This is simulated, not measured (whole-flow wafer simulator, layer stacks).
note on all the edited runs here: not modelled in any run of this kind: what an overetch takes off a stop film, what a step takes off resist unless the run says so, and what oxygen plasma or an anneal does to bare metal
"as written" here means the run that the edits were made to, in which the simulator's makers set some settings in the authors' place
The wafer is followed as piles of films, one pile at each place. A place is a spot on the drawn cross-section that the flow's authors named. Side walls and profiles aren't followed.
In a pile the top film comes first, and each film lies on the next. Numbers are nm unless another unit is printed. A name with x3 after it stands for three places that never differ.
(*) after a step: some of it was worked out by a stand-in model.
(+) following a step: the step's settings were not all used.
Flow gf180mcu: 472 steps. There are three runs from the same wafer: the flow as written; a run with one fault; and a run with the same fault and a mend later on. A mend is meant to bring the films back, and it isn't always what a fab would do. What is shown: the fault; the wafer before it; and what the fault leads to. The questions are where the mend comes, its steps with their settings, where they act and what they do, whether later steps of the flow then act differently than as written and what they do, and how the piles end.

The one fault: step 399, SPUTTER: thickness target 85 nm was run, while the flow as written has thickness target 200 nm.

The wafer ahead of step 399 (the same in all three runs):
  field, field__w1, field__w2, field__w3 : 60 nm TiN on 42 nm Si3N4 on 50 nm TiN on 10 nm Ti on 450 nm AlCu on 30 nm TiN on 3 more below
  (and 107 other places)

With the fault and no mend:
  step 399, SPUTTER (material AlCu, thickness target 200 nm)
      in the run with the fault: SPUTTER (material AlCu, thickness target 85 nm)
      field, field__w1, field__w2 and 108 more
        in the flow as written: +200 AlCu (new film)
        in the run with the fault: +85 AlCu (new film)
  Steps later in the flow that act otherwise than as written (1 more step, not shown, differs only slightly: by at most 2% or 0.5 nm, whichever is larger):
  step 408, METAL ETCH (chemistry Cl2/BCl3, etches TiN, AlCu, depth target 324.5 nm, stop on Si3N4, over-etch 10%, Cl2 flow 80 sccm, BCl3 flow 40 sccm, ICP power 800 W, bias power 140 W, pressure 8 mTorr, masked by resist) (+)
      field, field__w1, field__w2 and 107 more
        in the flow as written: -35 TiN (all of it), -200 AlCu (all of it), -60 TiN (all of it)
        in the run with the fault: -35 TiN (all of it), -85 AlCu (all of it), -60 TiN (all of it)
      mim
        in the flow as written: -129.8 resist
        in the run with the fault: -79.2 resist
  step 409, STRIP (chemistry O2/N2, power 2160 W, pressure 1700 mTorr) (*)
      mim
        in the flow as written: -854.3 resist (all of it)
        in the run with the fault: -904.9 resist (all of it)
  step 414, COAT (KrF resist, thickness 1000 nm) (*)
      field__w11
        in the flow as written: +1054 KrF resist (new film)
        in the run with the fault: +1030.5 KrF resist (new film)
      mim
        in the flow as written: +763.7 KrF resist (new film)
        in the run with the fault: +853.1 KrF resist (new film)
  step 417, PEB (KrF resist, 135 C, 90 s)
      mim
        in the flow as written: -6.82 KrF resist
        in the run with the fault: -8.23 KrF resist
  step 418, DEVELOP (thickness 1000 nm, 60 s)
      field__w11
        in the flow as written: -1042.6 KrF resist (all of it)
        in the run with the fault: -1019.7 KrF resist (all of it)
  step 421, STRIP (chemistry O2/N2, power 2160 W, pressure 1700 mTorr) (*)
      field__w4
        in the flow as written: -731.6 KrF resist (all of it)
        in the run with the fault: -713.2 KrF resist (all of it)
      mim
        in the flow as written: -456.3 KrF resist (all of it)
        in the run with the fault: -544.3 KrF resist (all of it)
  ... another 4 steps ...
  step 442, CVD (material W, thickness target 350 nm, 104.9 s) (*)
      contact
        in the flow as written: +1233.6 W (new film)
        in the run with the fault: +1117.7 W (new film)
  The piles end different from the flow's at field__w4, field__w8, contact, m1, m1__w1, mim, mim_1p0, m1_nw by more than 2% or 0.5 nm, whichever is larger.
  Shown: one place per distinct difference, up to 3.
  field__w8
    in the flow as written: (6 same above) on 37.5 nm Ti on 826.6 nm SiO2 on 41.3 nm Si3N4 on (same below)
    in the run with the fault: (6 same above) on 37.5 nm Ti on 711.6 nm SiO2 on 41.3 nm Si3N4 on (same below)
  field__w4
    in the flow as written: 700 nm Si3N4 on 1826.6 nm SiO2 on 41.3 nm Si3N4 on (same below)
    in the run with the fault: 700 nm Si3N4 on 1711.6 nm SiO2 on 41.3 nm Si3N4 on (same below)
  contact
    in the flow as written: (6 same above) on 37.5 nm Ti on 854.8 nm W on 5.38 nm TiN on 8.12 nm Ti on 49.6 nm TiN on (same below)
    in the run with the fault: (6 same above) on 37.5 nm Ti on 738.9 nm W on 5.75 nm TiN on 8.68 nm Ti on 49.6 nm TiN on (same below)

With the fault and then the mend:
  The mend stands after step 399.
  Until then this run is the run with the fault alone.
  step 399a, SPUTTER (material AlCu, thickness target 115 nm) (the flow's step 399, run once more with other settings)
      field, field__w1, field__w2 and 108 more
        +115 AlCu
  Every later step of the flow that is run acts as written at every place that is followed.
  The piles end the same as the flow's at every place that both follow.
